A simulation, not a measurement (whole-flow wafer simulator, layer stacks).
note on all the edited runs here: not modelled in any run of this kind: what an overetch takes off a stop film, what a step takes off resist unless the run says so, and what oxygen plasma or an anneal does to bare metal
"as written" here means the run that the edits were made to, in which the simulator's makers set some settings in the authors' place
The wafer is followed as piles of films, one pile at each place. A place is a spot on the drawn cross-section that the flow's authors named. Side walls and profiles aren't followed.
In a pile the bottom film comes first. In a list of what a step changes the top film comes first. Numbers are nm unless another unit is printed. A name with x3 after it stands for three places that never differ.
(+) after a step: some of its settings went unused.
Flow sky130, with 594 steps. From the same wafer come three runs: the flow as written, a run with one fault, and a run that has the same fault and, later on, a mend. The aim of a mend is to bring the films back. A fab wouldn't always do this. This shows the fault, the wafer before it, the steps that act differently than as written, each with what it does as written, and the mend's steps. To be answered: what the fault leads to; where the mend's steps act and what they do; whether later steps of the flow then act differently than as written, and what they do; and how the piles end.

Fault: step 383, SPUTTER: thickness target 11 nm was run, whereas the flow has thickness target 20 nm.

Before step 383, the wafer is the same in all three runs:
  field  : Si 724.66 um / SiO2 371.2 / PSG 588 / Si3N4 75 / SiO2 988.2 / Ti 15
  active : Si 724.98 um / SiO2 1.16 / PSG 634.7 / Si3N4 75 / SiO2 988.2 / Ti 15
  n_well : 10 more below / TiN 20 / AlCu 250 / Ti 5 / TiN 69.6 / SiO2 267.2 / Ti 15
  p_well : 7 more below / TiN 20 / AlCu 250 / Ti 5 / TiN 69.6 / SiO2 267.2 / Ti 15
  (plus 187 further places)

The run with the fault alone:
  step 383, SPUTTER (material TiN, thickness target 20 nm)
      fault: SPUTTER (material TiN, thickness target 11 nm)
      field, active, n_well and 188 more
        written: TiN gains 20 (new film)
        fault: TiN gains 11 (new film)
  Later steps of the flow acting differently than as written (not shown: 8 more steps that differ only slightly, by at most 2% or 0.5 nm, whichever is larger):
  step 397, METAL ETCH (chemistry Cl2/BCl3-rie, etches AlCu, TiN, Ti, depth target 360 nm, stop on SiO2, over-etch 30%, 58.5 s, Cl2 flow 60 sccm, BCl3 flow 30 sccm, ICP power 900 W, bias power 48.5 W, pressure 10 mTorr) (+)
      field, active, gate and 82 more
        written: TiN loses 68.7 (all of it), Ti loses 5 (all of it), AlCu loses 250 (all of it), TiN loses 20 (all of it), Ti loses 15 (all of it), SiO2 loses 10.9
        fault: TiN loses 68.7 (all of it), Ti loses 5 (all of it), AlCu loses 250 (all of it), TiN loses 11 (all of it), Ti loses 15 (all of it), SiO2 loses 11.8
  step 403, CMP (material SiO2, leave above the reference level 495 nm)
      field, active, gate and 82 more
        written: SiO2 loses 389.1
        fault: SiO2 loses 397.2
  At n_well, p_well, gate_hv and 103 more, the piles at the end differ from the flow's by more than 2% or 0.5 nm, whichever is larger.
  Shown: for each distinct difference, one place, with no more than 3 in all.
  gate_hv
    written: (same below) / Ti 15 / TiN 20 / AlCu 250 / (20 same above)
    fault: (same below) / Ti 15 / TiN 11 / AlCu 250 / (20 same above)
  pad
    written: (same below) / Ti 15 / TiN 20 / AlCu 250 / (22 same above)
    fault: (same below) / Ti 15 / TiN 11 / AlCu 250 / (22 same above)
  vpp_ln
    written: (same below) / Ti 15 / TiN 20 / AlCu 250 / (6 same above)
    fault: (same below) / Ti 15 / TiN 11 / AlCu 250 / (6 same above)

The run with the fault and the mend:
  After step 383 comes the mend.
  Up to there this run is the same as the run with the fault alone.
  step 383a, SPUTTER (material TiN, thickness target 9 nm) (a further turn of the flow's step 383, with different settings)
      field, active, n_well and 188 more
        TiN gains 9
  Later steps of the flow that are run all act as written at every place that is followed.
  By the end, the piles equal the flow's at every place that both follow.
